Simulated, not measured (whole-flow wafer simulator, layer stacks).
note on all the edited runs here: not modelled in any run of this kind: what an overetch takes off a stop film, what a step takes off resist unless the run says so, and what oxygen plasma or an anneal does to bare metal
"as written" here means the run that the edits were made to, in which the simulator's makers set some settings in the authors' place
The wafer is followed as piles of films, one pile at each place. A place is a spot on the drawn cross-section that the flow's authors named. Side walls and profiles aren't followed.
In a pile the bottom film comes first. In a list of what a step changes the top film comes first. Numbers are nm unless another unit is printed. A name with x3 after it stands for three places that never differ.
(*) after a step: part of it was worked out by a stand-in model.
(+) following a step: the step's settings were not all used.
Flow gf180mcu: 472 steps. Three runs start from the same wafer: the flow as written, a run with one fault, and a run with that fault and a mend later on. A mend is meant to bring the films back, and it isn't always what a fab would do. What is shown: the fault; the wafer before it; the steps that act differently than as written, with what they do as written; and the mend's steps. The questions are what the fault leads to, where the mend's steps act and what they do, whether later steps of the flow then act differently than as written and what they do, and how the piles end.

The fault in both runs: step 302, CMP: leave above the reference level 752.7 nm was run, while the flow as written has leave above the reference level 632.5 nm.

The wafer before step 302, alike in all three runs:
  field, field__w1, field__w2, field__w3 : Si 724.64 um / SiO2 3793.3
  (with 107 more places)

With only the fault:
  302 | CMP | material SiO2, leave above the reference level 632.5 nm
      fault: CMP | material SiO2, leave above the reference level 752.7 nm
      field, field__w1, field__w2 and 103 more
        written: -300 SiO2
        fault: -179.8 SiO2
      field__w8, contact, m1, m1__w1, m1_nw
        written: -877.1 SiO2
        fault: -756.9 SiO2
  Later steps of the flow acting differently than as written (not shown: 1 more step that differs only slightly, by at most 2% or 0.5 nm, whichever is larger):
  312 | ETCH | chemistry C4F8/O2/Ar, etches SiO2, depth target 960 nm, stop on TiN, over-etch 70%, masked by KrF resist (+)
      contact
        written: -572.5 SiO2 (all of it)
        fault: -692.7 SiO2 (all of it)
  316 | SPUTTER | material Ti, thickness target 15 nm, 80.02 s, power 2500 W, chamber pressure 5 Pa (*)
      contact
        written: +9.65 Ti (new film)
        fault: +9 Ti (new film)
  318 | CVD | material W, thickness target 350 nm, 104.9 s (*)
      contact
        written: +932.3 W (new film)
        fault: +1053.6 W (new film)
  The piles end different from the flow's at field__w4, field__w8, contact, m1, m1__w1, mim, mim_1p0, m1_nw by more than 2% or 0.5 nm, whichever is larger.
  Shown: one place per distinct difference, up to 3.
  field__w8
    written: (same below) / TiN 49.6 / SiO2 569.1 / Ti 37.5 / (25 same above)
    fault: (same below) / TiN 49.6 / SiO2 689.3 / Ti 37.5 / (25 same above)
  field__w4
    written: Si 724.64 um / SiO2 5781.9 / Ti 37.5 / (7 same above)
    fault: Si 724.64 um / SiO2 5902.1 / Ti 37.5 / (7 same above)
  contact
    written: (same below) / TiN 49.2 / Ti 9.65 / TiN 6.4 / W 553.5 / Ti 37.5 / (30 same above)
    fault: (same below) / TiN 49.2 / Ti 9 / TiN 5.97 / W 674.8 / Ti 37.5 / (30 same above)

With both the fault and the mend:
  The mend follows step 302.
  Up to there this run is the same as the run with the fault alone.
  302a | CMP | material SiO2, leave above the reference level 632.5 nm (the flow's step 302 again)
      field, field__w1, field__w2 and 108 more
        -120.2 SiO2
  None of the later steps of the flow acts differently than as written at any place that is followed.
  The piles end the same as the flow's at every place that both follow.
